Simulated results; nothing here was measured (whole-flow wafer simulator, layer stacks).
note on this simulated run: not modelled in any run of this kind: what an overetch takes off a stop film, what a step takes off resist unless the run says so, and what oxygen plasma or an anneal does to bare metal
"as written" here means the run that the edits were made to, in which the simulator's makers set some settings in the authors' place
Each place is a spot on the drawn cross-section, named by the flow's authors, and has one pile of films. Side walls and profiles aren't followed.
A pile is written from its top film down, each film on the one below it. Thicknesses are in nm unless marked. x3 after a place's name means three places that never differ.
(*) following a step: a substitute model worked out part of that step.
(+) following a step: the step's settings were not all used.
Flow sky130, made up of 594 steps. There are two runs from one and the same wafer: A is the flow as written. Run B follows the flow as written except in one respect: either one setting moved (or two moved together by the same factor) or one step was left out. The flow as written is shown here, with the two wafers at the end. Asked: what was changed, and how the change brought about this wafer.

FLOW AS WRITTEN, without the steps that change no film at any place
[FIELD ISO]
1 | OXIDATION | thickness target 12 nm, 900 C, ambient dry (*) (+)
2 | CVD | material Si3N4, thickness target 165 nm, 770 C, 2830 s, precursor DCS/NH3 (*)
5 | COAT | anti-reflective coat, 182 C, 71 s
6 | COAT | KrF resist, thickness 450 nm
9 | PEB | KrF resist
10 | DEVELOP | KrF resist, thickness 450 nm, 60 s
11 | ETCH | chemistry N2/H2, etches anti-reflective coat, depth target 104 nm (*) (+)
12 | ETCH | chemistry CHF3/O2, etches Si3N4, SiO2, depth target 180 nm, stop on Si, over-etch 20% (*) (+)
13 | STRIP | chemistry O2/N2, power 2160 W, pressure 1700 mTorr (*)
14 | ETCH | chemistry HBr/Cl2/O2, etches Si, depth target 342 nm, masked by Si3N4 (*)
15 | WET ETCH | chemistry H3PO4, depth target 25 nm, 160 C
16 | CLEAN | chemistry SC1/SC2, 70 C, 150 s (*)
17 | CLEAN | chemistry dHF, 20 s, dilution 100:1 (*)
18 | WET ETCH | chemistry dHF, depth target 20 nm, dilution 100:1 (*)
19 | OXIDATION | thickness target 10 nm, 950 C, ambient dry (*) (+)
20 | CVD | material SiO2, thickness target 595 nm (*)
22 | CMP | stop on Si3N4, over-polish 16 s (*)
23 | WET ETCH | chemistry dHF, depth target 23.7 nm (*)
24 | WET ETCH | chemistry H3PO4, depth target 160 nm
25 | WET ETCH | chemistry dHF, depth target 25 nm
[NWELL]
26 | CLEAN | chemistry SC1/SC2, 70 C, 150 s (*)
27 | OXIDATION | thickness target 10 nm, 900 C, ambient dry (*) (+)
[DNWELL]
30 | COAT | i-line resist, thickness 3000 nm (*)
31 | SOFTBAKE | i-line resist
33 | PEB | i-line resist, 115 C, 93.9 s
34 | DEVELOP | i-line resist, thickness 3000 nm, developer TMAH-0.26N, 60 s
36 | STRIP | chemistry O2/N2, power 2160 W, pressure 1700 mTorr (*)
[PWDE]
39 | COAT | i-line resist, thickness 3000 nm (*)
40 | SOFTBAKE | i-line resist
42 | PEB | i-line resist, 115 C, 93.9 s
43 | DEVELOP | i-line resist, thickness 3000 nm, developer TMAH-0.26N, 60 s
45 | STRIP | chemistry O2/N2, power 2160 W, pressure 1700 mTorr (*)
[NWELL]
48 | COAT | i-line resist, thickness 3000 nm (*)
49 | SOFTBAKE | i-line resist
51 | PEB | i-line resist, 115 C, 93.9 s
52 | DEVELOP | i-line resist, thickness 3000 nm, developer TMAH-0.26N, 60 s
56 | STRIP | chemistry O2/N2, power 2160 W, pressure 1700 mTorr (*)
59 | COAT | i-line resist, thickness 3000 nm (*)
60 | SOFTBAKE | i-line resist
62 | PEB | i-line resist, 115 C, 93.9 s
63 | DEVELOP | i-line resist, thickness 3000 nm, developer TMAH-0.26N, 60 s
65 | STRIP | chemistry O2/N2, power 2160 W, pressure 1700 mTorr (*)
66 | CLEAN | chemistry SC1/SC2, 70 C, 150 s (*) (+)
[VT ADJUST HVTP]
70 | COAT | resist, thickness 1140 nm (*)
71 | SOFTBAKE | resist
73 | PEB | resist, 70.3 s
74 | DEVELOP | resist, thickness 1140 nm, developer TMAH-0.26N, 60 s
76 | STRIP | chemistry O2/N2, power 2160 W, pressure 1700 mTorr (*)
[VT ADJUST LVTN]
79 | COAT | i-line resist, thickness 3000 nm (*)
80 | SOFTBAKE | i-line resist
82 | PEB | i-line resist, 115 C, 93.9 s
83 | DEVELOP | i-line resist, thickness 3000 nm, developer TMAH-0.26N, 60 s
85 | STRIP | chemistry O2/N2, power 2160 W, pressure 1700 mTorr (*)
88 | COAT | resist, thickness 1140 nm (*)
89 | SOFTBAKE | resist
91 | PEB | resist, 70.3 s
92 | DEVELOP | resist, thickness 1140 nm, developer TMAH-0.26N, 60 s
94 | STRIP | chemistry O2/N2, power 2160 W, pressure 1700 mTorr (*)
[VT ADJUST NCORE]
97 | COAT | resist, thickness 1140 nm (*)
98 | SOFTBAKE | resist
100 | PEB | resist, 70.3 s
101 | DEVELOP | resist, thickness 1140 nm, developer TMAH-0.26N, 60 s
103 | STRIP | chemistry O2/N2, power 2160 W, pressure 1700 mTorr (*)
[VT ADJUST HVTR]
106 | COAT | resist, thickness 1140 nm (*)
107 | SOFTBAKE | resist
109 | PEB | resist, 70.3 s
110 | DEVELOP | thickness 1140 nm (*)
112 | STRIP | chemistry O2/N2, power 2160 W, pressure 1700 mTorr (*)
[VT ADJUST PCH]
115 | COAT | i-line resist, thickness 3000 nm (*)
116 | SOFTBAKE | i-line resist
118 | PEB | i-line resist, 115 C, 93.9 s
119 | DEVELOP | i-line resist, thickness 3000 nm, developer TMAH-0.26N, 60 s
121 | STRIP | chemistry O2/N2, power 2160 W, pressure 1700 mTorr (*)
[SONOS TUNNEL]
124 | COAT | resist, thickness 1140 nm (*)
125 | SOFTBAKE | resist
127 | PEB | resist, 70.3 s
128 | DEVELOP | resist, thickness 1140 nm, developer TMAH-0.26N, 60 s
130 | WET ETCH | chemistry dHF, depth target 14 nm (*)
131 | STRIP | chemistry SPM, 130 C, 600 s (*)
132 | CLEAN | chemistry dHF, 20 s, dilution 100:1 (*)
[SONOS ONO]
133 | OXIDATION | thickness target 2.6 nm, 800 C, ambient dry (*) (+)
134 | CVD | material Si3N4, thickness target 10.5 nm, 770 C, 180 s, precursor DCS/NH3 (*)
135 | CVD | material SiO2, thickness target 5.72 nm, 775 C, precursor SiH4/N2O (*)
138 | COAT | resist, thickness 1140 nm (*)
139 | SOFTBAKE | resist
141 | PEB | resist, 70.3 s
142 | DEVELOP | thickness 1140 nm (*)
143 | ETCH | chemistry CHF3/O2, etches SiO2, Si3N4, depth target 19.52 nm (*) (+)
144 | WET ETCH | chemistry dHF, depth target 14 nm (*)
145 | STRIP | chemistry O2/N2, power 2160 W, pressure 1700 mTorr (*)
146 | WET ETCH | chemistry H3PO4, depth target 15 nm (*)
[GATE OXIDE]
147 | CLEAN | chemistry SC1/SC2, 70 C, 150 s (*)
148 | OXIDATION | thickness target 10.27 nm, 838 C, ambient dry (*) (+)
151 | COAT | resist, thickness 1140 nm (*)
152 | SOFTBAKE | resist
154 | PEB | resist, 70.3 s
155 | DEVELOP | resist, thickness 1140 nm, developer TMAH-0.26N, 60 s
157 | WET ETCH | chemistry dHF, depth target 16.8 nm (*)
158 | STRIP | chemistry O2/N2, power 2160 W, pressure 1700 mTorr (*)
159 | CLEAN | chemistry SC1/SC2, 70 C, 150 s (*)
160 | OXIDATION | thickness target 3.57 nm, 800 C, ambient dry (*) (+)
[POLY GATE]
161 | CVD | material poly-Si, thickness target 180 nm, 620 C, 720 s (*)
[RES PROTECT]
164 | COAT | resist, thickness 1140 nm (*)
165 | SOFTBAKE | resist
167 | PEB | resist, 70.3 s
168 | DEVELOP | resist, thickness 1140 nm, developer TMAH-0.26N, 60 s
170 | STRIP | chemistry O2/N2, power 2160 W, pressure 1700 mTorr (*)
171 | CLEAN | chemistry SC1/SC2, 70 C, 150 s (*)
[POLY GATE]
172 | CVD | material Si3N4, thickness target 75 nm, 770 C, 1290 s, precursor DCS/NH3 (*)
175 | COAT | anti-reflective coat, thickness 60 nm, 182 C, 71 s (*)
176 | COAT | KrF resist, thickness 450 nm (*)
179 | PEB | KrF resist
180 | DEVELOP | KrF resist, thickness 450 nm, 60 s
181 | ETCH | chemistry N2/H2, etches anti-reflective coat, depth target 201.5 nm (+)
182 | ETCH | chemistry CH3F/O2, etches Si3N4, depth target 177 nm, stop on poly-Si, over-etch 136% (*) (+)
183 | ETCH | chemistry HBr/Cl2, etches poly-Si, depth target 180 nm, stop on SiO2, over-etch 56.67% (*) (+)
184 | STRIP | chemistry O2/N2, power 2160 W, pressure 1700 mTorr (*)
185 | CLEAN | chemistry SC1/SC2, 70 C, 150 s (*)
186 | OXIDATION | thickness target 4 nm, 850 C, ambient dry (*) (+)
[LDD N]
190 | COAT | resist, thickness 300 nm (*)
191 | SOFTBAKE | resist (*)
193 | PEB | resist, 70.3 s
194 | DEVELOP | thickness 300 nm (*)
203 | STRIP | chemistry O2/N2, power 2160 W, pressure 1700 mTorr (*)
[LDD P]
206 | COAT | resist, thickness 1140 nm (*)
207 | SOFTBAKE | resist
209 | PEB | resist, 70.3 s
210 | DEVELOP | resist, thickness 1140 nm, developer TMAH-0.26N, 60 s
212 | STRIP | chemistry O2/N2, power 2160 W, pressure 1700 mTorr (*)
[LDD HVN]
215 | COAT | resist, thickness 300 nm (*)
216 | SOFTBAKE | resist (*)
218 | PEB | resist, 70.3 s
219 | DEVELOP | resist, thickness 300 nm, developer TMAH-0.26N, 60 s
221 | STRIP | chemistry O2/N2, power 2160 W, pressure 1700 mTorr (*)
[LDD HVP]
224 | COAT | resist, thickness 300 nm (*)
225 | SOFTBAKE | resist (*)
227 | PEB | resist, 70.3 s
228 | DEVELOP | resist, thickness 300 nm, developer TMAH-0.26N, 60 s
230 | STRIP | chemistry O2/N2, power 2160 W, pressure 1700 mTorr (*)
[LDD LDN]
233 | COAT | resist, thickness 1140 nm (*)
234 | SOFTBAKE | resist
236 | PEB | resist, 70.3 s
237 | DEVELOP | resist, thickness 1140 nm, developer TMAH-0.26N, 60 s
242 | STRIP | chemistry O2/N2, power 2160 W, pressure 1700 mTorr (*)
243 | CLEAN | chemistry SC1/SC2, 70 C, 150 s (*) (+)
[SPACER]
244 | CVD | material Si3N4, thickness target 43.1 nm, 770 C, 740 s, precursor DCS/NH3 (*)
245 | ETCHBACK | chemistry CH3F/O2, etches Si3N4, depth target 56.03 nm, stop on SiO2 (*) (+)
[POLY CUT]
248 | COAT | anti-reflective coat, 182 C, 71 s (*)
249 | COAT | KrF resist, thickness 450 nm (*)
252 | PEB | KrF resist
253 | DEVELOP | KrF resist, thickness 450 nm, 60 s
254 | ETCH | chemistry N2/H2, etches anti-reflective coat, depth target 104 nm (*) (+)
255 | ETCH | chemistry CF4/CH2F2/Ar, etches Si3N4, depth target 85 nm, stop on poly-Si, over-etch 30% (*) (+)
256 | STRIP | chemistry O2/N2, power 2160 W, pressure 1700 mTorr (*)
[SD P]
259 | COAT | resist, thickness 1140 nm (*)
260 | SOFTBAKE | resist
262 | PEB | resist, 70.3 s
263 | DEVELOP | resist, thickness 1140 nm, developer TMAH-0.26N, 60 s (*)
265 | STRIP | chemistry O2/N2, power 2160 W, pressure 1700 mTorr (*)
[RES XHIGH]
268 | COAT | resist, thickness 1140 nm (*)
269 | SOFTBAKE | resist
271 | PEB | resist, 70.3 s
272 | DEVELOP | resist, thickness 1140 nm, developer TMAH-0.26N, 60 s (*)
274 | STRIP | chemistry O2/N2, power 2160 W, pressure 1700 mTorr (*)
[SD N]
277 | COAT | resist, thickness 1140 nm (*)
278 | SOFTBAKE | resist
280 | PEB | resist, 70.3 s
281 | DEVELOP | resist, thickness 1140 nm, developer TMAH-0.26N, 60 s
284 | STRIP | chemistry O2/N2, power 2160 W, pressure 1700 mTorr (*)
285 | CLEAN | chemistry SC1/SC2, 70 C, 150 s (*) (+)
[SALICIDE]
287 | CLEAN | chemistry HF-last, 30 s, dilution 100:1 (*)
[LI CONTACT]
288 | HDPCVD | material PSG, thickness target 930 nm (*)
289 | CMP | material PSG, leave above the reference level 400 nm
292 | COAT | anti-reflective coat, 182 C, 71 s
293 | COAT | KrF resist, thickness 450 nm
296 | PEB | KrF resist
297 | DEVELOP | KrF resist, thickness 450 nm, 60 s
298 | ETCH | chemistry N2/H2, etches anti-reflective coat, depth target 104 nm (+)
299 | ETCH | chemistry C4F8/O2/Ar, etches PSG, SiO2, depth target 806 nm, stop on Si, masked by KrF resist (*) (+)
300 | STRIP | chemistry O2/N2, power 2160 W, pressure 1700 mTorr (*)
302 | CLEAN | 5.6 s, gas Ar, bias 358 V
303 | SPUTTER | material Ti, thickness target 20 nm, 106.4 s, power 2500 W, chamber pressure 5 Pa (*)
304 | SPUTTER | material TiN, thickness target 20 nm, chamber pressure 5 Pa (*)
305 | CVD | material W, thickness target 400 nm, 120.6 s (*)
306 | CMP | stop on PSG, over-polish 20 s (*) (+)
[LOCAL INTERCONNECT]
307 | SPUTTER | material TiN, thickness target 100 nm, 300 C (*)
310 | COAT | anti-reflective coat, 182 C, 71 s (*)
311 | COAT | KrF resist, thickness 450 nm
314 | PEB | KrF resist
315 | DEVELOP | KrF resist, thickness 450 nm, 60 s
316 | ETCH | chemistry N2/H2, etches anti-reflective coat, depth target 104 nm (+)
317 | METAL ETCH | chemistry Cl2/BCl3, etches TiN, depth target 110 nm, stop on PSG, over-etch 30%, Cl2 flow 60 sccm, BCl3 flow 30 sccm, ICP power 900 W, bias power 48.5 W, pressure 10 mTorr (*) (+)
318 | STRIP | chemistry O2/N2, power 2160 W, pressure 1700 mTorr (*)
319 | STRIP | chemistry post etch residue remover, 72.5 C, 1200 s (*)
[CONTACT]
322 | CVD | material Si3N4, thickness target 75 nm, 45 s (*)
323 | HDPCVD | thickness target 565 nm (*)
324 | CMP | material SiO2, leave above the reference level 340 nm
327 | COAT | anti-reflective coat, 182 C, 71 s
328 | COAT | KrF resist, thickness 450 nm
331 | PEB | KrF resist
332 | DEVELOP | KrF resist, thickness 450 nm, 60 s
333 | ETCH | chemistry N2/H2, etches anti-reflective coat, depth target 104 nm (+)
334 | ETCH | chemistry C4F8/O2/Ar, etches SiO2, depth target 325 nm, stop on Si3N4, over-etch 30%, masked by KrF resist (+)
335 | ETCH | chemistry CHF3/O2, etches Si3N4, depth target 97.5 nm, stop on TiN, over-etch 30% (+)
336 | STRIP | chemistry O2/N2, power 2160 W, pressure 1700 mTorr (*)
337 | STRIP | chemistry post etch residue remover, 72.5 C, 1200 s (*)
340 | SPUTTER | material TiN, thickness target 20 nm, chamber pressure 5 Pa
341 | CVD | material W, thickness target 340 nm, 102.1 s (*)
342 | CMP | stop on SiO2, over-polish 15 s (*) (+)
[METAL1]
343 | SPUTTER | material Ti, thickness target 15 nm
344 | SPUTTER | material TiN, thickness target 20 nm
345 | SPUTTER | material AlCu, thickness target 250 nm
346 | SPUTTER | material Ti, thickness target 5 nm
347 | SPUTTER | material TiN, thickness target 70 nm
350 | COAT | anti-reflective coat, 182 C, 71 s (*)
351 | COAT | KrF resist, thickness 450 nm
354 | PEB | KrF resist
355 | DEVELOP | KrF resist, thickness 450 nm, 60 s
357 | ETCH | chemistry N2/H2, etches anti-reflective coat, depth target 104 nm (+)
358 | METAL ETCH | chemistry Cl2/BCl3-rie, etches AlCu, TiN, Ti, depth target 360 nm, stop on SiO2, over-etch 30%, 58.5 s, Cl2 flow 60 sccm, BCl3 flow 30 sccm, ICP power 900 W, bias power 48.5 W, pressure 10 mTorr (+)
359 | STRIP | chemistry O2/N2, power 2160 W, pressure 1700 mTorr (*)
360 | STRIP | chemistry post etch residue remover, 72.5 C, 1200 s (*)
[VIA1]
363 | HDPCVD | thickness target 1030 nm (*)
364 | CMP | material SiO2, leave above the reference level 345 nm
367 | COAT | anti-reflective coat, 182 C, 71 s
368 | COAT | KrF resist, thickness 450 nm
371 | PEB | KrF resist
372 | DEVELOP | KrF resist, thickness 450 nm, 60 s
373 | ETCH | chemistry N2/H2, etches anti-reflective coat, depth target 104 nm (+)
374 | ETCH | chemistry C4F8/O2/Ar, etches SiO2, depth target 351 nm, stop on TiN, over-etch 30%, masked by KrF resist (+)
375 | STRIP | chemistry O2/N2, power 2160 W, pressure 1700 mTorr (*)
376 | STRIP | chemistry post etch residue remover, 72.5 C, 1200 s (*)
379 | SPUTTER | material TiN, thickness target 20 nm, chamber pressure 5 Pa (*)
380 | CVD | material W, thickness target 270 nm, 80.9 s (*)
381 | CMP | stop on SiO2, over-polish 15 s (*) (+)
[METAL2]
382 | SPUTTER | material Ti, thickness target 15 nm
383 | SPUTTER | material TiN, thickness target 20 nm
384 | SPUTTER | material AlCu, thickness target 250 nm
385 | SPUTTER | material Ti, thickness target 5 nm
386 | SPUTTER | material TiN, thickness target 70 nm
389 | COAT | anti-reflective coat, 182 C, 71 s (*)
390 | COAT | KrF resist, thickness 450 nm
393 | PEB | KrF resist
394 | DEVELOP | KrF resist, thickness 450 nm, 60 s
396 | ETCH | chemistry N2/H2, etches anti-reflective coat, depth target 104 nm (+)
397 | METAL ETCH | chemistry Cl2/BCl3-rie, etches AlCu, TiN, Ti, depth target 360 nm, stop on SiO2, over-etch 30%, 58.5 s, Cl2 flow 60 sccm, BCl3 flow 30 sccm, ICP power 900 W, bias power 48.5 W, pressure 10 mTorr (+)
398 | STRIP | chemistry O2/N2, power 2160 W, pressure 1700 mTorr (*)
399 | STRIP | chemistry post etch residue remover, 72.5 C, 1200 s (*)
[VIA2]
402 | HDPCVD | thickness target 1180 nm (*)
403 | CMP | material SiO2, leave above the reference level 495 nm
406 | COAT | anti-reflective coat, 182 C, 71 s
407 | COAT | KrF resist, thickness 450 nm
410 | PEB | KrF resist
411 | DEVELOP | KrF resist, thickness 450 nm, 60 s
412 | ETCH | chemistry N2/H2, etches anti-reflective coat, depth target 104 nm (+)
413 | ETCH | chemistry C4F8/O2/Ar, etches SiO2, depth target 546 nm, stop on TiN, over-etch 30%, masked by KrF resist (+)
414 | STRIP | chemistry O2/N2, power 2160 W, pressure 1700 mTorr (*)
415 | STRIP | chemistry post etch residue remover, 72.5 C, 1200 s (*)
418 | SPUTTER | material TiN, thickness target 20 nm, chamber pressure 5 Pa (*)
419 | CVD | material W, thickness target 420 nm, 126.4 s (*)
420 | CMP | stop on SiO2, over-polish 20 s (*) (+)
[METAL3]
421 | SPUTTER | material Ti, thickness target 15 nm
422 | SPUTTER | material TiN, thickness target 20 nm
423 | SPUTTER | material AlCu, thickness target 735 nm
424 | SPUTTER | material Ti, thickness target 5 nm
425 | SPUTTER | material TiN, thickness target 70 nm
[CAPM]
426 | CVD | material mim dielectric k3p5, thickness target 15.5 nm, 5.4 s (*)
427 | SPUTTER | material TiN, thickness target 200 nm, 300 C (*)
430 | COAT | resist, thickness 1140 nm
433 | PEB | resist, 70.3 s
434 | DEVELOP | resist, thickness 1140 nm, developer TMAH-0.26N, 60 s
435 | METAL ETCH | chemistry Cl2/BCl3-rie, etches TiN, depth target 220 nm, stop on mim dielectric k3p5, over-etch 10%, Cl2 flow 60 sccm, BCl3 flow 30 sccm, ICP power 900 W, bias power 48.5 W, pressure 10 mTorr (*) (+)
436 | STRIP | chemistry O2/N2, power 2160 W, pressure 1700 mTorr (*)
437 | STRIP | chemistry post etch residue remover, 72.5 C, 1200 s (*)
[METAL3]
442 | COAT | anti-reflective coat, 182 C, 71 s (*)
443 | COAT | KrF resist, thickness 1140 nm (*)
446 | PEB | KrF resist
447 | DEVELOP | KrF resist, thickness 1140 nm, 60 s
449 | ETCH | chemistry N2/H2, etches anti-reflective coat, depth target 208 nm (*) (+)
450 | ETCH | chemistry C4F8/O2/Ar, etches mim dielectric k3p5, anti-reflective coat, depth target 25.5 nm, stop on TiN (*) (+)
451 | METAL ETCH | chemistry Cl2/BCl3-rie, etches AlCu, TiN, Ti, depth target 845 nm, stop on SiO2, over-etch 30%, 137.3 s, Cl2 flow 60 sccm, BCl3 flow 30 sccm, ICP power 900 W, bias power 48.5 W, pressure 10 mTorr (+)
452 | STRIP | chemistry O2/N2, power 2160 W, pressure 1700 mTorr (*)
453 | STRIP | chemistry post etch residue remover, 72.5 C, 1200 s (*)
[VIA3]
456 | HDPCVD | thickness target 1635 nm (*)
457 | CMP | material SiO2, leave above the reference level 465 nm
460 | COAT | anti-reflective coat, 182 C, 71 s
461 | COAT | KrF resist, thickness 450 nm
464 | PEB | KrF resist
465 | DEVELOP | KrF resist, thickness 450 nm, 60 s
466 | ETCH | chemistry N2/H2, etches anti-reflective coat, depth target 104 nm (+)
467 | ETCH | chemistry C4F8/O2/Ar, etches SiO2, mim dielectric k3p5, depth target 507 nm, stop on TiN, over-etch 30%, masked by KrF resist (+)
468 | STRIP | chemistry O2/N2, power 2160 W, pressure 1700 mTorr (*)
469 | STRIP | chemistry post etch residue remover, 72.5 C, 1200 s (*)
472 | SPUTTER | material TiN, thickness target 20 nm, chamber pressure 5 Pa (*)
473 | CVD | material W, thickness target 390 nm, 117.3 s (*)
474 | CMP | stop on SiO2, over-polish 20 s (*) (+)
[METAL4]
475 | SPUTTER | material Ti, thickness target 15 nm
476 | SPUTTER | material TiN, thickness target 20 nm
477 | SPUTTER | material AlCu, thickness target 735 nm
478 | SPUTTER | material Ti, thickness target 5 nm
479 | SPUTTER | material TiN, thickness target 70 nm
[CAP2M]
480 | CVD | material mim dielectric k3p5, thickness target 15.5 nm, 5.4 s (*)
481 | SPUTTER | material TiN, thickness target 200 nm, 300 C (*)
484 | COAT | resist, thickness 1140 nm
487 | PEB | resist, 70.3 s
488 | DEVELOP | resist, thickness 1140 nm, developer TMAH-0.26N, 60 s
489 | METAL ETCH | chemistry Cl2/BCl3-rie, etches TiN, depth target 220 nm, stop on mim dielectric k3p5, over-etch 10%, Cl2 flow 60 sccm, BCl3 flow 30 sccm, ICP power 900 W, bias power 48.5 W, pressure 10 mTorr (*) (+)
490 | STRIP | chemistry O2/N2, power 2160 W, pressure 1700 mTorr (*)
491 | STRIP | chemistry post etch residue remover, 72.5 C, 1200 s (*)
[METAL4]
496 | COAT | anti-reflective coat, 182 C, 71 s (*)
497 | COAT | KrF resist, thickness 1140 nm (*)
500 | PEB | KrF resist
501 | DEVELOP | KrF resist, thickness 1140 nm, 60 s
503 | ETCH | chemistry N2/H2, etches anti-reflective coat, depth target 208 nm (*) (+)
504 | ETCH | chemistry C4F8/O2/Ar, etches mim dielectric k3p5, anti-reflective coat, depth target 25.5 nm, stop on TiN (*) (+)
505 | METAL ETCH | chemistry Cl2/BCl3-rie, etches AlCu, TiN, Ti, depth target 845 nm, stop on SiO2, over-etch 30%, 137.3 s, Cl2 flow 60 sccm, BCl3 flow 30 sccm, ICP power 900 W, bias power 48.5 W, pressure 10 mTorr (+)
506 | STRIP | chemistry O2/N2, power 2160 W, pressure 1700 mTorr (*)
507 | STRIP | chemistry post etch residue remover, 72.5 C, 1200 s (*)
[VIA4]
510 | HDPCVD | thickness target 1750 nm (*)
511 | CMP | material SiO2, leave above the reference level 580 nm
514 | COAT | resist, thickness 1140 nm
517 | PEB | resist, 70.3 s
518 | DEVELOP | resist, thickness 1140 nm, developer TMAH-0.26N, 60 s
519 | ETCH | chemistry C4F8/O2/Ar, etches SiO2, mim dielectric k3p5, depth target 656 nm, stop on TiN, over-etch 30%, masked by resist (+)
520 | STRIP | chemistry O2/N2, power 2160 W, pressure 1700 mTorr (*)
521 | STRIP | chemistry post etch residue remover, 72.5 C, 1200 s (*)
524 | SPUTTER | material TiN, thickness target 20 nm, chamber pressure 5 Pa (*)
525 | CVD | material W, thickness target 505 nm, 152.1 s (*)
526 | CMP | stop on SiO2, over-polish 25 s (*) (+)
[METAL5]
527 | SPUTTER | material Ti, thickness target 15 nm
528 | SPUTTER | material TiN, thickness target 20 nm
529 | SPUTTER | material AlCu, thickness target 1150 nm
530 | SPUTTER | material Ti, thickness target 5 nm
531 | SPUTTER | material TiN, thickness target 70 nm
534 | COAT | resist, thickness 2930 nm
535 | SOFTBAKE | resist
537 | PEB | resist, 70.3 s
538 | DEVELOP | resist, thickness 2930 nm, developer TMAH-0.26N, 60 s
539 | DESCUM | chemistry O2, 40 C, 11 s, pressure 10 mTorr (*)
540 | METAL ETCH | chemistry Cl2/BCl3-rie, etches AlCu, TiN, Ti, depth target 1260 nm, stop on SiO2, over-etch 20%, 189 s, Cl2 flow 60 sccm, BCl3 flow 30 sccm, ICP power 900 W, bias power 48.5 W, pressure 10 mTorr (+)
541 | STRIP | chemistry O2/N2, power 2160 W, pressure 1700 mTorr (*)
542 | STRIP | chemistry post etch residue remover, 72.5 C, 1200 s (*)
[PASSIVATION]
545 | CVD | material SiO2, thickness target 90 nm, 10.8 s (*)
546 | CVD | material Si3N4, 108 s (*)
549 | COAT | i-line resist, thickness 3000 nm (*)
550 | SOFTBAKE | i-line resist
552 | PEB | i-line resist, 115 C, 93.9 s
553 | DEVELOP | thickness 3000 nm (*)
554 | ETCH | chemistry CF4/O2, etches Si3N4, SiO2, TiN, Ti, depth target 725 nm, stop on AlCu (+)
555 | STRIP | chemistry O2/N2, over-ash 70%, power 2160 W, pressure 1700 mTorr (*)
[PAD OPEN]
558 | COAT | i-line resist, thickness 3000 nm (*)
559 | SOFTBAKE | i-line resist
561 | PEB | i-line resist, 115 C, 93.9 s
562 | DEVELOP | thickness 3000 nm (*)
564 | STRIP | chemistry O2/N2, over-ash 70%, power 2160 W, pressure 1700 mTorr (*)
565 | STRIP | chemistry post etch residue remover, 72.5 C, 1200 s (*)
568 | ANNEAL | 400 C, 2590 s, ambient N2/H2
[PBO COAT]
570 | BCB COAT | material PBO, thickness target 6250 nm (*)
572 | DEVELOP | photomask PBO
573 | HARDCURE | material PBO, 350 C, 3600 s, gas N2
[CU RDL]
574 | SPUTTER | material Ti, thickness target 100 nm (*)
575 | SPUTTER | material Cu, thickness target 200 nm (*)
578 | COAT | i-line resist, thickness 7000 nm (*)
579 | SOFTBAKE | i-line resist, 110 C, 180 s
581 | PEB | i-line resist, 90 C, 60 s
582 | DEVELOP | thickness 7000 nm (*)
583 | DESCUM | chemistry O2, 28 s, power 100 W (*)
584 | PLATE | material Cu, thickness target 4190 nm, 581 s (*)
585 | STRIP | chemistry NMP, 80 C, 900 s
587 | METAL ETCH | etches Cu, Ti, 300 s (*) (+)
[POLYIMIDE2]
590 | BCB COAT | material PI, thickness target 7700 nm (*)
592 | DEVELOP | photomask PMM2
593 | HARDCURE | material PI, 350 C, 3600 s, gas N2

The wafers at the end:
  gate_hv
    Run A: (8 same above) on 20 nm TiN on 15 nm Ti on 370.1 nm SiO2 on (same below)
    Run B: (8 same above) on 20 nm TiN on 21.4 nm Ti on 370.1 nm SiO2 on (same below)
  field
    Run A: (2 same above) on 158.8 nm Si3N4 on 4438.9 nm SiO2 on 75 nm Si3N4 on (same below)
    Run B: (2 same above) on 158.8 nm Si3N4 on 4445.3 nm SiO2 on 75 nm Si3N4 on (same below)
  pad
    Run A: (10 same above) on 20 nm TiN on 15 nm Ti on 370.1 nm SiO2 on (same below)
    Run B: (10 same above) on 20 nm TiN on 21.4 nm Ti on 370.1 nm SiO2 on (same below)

Cause: step 475, SPUTTER: thickness target 21.4 nm was run, while the flow as written has thickness target 15 nm.
The wafer lets one read it off: gate_hv has Ti 21.4, and step 475 as written asks for 15 nm.

How this came from the change, step by step:
  475 | SPUTTER | material Ti, thickness target 15 nm
      field, active, n_well and 189 more: A +15 Ti (new film) | B +21.4 Ti (new film)
  505 | METAL ETCH | chemistry Cl2/BCl3-rie, etches AlCu, TiN, Ti, depth target 845 nm, stop on SiO2, over-etch 30%, 137.3 s, Cl2 flow 60 sccm, BCl3 flow 30 sccm, ICP power 900 W, bias power 48.5 W, pressure 10 mTorr (+)
      field, gate, spacer and 68 more: A -70 TiN (all of it), -5 Ti (all of it), -735 AlCu (all of it), -20 TiN (all of it), -15 Ti (all of it), -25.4 SiO2 | B -70 TiN (all of it), -5 Ti (all of it), -735 AlCu (all of it), -20 TiN (all of it), -21.4 Ti (all of it), -24.7 SiO2
      active, vpp_iso1, mim_edge_plate and 14 more: A -70 TiN (all of it), -5 Ti (all of it), -735 AlCu (all of it), -20 TiN (all of it), -15 Ti (all of it), -25.3 SiO2 | B -70 TiN (all of it), -5 Ti (all of it), -735 AlCu (all of it), -20 TiN (all of it), -21.4 Ti (all of it), -24.7 SiO2
